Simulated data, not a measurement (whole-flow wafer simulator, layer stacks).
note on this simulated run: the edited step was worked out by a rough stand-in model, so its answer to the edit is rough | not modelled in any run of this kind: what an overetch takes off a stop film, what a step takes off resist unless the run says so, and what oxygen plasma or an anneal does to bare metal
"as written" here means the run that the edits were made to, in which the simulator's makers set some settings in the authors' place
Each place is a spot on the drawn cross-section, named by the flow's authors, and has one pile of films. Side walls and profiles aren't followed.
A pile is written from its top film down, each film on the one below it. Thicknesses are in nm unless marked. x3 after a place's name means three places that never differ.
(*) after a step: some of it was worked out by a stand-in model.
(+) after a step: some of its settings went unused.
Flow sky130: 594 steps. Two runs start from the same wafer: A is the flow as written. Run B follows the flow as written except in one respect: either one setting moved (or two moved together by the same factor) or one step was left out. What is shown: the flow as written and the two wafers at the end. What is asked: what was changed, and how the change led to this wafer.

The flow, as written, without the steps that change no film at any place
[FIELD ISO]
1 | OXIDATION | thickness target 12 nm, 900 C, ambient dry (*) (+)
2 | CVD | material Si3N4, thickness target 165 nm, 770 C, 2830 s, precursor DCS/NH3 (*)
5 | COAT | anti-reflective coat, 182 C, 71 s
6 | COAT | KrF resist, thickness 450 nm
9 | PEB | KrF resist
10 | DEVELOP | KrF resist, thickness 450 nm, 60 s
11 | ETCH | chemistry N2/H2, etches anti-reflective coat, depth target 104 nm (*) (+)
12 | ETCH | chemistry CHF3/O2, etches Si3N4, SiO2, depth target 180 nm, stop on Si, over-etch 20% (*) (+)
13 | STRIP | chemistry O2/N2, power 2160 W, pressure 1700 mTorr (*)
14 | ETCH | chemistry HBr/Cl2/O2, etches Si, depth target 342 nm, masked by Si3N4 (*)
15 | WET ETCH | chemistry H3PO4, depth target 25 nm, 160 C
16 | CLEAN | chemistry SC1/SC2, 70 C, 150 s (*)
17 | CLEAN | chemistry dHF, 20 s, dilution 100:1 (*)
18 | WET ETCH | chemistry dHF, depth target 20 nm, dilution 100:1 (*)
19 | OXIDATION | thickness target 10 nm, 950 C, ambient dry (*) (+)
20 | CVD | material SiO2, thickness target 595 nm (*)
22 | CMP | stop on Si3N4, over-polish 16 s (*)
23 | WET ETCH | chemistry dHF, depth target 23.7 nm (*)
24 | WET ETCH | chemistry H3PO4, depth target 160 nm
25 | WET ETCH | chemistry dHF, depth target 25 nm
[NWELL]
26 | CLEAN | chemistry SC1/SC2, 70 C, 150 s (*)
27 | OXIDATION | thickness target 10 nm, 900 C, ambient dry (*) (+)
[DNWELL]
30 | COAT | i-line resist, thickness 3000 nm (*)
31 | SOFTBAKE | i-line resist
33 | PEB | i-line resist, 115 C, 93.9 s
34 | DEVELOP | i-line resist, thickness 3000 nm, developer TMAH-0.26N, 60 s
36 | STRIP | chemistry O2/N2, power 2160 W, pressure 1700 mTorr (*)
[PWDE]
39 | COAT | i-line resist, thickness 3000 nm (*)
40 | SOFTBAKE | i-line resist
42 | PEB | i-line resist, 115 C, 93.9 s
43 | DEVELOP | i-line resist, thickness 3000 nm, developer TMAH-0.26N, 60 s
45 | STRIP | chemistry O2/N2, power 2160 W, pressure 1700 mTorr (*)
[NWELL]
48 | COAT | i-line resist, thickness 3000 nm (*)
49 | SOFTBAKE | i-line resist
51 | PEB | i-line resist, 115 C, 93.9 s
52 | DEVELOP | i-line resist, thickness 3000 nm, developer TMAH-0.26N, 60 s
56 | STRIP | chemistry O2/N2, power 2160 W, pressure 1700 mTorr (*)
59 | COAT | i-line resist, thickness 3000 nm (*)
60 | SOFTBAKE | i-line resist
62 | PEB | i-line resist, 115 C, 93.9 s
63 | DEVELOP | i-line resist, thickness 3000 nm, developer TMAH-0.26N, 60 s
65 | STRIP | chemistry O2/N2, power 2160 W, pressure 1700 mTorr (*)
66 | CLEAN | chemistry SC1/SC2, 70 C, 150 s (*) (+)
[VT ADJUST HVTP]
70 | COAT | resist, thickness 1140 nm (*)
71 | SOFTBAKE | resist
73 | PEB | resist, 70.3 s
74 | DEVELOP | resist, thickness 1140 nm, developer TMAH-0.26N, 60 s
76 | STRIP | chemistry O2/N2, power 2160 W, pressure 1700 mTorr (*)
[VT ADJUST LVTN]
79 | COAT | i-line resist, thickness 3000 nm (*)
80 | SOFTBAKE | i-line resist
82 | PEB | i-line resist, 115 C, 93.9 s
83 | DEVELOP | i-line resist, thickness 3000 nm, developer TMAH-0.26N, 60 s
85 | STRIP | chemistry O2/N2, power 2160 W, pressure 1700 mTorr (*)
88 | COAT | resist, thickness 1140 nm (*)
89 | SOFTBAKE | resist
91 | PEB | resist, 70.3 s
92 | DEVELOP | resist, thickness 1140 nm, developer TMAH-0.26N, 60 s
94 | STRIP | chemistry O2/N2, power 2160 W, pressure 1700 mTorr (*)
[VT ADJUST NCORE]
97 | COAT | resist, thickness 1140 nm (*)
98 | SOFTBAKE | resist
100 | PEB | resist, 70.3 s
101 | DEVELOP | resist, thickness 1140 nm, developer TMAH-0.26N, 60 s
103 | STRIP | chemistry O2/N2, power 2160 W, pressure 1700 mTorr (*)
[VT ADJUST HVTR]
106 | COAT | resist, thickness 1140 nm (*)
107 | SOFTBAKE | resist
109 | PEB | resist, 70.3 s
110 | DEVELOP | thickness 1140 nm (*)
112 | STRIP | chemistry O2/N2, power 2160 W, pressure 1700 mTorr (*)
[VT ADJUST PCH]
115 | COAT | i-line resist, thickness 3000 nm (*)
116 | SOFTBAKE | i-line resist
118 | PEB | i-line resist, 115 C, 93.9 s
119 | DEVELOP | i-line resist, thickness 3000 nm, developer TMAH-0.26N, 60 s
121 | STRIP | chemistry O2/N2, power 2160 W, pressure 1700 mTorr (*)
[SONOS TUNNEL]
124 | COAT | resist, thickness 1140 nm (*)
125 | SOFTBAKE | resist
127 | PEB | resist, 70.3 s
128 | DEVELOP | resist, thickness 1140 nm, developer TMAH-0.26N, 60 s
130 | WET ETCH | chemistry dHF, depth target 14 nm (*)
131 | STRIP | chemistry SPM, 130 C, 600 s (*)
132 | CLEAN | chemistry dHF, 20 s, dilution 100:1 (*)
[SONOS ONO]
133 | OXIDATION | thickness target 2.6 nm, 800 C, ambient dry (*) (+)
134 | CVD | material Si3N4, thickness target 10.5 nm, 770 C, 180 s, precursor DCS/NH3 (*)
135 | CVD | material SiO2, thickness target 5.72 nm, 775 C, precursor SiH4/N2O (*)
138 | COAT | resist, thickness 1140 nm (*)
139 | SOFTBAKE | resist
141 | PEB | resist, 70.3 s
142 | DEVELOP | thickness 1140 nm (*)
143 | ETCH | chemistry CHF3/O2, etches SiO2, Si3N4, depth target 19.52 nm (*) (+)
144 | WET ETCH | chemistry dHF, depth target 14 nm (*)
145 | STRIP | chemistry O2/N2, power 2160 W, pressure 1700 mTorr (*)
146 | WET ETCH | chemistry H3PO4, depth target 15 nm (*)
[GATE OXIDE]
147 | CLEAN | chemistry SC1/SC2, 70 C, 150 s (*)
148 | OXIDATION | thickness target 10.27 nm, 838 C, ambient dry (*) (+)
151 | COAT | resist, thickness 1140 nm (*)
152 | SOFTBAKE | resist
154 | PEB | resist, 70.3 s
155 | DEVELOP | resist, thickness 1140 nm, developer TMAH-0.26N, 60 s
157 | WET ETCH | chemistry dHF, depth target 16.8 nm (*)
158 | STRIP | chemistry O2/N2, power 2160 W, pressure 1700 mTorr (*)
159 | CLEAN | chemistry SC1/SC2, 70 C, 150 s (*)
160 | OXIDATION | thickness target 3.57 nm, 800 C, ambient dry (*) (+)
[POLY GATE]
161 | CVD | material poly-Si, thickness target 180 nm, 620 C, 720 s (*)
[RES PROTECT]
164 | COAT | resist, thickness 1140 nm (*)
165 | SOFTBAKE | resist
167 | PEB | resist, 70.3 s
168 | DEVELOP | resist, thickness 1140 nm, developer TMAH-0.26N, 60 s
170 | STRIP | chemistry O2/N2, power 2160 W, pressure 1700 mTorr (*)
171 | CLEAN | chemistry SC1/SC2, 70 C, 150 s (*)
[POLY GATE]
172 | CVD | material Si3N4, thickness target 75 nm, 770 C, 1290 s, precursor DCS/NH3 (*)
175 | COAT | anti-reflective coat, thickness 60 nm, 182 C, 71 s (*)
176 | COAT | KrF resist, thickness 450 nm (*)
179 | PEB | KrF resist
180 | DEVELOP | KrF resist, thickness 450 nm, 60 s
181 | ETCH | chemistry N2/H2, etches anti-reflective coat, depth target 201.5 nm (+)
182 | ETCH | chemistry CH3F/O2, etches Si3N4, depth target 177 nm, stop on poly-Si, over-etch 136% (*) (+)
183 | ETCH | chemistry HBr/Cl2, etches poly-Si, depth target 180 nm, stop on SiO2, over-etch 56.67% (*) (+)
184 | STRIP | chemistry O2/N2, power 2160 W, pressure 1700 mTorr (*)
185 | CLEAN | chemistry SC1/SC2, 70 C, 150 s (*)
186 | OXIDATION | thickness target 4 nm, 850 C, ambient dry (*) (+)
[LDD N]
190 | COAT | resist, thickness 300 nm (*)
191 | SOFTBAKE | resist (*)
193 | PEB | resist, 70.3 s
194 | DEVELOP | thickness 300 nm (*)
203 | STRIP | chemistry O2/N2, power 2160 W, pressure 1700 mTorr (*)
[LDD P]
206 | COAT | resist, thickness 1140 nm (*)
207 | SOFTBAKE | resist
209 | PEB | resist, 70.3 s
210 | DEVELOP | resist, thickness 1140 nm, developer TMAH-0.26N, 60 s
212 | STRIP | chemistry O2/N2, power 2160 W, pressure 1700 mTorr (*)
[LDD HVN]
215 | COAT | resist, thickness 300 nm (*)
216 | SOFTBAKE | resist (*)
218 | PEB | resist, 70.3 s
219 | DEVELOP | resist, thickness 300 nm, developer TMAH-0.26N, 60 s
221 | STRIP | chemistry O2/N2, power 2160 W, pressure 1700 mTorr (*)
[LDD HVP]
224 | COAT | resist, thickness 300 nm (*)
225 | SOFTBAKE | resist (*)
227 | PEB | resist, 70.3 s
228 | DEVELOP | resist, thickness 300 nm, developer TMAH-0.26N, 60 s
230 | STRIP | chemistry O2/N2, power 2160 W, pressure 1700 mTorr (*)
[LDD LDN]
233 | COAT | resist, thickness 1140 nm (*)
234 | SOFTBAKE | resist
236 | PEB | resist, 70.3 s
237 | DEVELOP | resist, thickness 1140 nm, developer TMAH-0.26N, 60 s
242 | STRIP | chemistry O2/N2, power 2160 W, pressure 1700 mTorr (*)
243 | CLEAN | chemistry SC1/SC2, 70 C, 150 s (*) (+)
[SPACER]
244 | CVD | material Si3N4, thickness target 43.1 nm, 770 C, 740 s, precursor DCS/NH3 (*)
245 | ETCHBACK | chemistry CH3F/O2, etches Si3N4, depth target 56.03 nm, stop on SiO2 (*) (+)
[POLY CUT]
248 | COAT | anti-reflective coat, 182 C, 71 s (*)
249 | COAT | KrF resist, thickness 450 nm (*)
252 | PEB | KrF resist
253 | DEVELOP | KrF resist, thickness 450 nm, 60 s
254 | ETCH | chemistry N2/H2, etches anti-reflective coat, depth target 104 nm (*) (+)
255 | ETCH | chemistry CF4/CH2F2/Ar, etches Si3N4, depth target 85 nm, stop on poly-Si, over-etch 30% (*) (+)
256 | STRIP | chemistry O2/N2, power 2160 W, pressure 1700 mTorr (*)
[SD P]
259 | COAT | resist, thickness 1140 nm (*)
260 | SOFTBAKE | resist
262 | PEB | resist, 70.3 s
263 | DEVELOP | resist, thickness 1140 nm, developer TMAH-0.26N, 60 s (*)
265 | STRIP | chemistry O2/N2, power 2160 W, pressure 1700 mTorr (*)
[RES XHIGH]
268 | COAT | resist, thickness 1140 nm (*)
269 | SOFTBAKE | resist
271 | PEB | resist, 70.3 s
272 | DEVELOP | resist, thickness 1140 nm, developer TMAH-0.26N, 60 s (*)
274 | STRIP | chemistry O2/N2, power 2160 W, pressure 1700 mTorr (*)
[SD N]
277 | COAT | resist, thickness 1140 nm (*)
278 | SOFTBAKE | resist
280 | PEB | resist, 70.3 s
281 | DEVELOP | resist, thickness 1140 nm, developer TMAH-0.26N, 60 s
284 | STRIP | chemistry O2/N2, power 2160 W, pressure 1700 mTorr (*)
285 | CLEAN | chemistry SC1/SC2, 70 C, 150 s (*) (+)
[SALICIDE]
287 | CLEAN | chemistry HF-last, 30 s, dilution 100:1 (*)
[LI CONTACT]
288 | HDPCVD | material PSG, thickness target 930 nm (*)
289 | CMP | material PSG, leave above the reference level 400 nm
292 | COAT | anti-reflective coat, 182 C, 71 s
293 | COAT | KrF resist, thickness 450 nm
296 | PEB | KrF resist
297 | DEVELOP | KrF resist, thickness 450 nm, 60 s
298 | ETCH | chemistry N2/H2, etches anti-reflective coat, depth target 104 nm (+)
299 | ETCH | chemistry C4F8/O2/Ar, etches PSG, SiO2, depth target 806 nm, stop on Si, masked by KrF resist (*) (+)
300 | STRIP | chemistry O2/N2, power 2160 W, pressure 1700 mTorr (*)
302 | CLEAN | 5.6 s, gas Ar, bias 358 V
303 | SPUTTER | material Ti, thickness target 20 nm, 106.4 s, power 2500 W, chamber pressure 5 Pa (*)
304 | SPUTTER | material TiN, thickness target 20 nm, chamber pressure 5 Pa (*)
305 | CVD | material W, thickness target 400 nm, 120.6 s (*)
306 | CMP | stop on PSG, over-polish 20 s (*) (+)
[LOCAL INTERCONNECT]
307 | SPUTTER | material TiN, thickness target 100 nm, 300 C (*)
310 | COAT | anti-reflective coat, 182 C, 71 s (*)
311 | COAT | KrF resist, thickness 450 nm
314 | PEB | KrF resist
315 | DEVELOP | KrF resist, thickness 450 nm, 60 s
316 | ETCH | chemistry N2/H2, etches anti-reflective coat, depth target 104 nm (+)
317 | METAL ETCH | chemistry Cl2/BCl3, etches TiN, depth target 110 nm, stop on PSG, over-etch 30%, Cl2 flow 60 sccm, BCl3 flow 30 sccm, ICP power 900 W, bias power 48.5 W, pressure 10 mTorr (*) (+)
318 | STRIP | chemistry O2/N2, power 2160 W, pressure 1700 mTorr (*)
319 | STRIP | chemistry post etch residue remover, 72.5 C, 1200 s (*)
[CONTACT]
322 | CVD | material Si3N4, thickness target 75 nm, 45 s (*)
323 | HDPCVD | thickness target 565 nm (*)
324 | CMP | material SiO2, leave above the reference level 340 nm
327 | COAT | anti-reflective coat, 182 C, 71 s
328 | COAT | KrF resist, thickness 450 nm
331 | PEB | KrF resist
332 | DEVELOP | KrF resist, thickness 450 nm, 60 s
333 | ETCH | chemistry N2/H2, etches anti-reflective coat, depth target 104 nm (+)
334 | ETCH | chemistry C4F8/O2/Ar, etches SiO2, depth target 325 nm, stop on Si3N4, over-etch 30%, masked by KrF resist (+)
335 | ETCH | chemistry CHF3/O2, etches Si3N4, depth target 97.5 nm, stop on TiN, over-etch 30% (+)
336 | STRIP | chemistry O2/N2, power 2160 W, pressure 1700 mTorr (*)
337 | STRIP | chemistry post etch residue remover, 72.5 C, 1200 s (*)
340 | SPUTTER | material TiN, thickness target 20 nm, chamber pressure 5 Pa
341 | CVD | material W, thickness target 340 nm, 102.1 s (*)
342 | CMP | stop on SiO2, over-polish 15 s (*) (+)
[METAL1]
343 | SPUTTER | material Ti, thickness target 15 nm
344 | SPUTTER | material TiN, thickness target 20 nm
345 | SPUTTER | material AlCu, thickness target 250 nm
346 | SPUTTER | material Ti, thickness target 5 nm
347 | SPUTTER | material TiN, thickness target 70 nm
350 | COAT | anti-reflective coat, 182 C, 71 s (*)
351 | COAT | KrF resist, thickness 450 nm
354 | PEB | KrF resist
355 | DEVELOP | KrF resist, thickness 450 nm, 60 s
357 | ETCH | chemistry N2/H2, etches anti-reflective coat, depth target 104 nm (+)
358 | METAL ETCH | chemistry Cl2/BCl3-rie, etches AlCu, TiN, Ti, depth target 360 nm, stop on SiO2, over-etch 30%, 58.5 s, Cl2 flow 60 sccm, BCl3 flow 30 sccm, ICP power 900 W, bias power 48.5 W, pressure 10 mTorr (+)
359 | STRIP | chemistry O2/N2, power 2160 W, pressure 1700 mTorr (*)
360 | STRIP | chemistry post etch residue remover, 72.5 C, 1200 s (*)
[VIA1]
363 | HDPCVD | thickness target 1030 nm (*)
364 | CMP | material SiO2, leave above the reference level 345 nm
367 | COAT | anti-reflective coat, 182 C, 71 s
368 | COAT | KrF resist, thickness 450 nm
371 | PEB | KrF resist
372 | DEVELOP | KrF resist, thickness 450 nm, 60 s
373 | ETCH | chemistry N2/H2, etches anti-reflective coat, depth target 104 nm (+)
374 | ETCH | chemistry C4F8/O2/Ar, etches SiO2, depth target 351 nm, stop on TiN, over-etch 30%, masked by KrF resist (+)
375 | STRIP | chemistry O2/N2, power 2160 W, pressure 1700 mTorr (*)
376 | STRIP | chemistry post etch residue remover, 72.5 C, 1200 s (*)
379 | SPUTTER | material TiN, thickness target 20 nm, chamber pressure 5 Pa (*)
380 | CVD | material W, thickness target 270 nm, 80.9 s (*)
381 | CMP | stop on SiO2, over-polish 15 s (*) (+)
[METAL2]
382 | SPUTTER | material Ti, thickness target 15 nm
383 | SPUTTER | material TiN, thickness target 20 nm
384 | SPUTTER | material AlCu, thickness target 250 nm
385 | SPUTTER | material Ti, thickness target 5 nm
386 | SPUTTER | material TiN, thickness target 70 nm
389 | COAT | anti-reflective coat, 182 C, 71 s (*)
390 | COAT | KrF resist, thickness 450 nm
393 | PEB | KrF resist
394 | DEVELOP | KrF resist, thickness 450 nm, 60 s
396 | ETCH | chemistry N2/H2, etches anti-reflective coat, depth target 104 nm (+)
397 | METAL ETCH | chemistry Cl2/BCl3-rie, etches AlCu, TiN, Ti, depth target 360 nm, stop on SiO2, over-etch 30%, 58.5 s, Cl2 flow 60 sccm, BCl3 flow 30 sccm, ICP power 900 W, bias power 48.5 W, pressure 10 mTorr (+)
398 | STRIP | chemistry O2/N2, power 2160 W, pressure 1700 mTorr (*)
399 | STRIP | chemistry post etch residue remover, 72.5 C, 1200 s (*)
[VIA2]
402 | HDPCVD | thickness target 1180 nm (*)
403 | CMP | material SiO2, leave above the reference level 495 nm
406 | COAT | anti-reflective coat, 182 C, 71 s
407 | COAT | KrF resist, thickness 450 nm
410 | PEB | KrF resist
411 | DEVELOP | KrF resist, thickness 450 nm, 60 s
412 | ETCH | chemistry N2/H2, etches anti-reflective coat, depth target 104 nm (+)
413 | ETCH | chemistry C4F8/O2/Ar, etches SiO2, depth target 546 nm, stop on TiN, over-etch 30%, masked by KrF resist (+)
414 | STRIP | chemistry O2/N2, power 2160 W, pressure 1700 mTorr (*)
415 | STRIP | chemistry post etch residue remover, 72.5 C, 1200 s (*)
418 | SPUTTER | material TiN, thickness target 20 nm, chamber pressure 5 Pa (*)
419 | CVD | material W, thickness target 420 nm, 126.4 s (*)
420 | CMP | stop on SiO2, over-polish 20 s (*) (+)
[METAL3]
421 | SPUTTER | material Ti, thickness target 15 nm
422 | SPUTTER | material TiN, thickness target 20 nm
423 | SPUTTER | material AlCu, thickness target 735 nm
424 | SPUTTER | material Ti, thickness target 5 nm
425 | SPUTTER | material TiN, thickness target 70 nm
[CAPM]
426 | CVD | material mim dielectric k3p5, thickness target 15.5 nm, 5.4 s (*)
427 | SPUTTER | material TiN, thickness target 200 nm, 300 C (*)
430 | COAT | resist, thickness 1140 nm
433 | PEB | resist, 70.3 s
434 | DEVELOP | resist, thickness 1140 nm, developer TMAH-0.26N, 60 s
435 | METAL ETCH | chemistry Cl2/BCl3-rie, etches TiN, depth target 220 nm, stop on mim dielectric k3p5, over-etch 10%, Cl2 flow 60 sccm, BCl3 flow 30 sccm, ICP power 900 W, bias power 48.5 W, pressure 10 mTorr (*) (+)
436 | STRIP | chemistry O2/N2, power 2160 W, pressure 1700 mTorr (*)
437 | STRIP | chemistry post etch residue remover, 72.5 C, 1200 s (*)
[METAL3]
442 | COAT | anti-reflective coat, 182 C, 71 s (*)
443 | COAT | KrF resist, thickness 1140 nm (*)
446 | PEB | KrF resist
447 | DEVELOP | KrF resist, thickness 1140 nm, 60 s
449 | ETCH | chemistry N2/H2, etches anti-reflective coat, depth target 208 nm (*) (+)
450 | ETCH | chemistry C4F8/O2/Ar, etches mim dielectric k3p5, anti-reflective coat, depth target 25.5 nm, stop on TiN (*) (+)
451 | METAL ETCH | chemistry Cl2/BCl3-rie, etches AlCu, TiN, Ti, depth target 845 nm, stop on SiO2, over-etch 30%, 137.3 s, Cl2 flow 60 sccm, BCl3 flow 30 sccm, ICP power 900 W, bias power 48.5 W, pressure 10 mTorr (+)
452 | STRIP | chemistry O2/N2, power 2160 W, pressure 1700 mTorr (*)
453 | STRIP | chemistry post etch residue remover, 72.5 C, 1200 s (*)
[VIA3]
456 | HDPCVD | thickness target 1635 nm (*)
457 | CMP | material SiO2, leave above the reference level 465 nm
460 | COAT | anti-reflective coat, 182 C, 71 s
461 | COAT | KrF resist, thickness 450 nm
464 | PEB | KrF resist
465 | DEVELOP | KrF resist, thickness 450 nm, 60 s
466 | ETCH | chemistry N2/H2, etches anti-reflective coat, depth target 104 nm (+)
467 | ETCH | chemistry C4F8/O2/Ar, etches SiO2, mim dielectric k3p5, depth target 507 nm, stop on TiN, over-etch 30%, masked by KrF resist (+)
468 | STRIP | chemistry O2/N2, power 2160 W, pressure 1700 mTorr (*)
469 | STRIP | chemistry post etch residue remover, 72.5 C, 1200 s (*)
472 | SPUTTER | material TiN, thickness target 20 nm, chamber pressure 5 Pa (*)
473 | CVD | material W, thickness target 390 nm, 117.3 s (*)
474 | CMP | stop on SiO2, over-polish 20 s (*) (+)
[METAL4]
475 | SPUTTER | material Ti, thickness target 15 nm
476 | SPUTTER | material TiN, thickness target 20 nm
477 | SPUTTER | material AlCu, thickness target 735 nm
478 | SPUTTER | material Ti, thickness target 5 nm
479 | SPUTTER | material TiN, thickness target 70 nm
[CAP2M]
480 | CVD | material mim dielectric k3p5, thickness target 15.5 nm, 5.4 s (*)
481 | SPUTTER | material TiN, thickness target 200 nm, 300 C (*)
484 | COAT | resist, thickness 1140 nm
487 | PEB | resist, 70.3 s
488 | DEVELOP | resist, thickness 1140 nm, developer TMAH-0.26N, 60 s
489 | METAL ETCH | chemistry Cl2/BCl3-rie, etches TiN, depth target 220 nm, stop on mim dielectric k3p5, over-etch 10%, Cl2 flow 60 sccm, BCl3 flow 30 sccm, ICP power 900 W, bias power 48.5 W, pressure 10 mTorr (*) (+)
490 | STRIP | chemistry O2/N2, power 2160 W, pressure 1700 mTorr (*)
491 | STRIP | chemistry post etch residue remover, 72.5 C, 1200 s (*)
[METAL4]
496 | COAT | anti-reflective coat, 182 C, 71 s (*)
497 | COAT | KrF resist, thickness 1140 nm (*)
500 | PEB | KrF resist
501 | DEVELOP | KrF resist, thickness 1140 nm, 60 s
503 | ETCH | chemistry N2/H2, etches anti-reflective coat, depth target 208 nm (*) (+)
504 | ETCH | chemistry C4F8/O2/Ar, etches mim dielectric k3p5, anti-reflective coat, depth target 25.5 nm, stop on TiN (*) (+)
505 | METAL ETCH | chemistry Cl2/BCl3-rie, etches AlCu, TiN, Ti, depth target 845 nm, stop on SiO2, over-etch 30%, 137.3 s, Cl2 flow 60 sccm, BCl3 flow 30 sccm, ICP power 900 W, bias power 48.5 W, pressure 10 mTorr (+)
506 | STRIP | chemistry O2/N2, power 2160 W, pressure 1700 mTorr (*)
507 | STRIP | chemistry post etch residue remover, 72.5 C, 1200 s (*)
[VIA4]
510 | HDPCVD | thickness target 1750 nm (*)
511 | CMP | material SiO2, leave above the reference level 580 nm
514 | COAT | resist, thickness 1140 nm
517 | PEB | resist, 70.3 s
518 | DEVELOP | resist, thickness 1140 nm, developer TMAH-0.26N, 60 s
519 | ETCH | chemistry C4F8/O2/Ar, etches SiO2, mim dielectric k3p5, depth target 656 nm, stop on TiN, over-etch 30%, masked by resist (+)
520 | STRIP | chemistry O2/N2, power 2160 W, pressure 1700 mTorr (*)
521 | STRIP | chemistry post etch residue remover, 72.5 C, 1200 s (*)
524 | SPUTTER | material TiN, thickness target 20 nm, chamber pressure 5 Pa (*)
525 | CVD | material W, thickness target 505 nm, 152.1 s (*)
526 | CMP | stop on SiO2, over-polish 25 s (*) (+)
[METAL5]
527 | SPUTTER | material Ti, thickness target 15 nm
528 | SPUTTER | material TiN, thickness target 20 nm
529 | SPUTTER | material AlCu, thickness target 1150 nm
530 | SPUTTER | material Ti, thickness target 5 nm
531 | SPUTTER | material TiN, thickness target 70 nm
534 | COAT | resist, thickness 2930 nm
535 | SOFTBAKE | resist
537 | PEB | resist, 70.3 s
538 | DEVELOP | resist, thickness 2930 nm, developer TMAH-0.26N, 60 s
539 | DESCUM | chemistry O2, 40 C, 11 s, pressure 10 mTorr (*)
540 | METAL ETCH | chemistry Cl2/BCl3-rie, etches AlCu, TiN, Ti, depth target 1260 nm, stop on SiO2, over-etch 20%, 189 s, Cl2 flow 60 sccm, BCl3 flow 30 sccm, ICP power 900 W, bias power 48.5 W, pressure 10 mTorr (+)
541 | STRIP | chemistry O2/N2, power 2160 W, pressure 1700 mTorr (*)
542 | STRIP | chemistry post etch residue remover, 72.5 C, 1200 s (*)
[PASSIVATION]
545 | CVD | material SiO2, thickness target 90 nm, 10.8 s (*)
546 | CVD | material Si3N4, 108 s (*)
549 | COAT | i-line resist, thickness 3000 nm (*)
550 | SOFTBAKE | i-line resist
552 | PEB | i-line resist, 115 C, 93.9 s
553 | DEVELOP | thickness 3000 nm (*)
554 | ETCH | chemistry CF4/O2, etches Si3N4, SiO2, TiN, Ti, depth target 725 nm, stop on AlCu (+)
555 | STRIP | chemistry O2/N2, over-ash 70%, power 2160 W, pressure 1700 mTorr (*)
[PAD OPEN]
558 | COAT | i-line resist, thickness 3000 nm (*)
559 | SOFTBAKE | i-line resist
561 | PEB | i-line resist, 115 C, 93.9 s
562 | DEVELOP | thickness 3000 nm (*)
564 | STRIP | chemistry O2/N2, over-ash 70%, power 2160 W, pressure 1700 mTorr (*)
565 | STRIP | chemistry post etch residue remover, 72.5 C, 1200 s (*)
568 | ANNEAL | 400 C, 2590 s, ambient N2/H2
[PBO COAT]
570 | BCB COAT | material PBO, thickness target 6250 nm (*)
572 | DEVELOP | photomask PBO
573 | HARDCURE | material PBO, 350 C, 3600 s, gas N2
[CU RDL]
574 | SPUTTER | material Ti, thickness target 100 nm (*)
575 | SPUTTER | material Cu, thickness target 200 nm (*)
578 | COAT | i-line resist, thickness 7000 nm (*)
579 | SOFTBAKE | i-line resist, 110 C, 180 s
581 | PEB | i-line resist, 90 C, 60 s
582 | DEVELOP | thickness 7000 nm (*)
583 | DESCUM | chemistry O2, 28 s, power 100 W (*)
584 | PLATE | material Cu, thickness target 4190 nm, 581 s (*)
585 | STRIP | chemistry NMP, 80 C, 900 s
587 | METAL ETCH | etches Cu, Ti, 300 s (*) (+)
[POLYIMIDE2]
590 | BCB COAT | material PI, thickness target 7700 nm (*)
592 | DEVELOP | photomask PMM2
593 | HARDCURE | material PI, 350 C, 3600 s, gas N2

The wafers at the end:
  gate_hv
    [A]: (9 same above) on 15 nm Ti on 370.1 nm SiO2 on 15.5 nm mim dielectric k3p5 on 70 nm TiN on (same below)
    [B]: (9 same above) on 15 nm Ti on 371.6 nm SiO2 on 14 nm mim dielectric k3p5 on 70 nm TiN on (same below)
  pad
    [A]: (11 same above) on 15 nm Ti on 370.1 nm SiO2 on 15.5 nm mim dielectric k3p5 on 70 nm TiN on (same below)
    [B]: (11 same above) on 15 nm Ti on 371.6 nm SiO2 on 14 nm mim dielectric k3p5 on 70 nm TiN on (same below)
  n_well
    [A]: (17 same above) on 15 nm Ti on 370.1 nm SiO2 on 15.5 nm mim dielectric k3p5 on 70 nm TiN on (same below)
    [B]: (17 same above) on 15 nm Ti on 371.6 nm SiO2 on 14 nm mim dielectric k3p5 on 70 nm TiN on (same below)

The reason: step 426, CVD: thickness target 14 nm was run, though the flow has thickness target 15.5 nm; step 426, CVD: 4.86 s was run, where the flow has 5.4 s.
The wafer lets one read it off: gate_hv has mim dielectric k3p5 14, and step 426 as written asks for 15.5 nm.

Step by step, how the change led to this:
  426 | CVD | material mim dielectric k3p5, thickness target 15.5 nm, 5.4 s (*)
      field, active, n_well and 188 more: A mim dielectric k3p5 gains 15.5 (new film) | B mim dielectric k3p5 gains 14 (new film)
  450 | ETCH | chemistry C4F8/O2/Ar, etches mim dielectric k3p5, anti-reflective coat, depth target 25.5 nm, stop on TiN (*) (+)
      n_well, p_well, gate_hv and 104 more: A KrF resist loses 15.5 | B KrF resist loses 14
      field, active, gate and 82 more: A mim dielectric k3p5 loses 15.5 (all of it) | B mim dielectric k3p5 loses 14 (all of it)
  467 | ETCH | chemistry C4F8/O2/Ar, etches SiO2, mim dielectric k3p5, depth target 507 nm, stop on TiN, over-etch 30%, masked by KrF resist (+)
      m1: A SiO2 loses 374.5 (all of it), mim dielectric k3p5 loses 15.5 (all of it) | B SiO2 loses 376 (all of it), mim dielectric k3p5 loses 14 (all of it)
      via3_hole: A SiO2 loses 373.9 (all of it), mim dielectric k3p5 loses 15.5 (all of it) | B SiO2 loses 375.4 (all of it), mim dielectric k3p5 loses 14 (all of it)
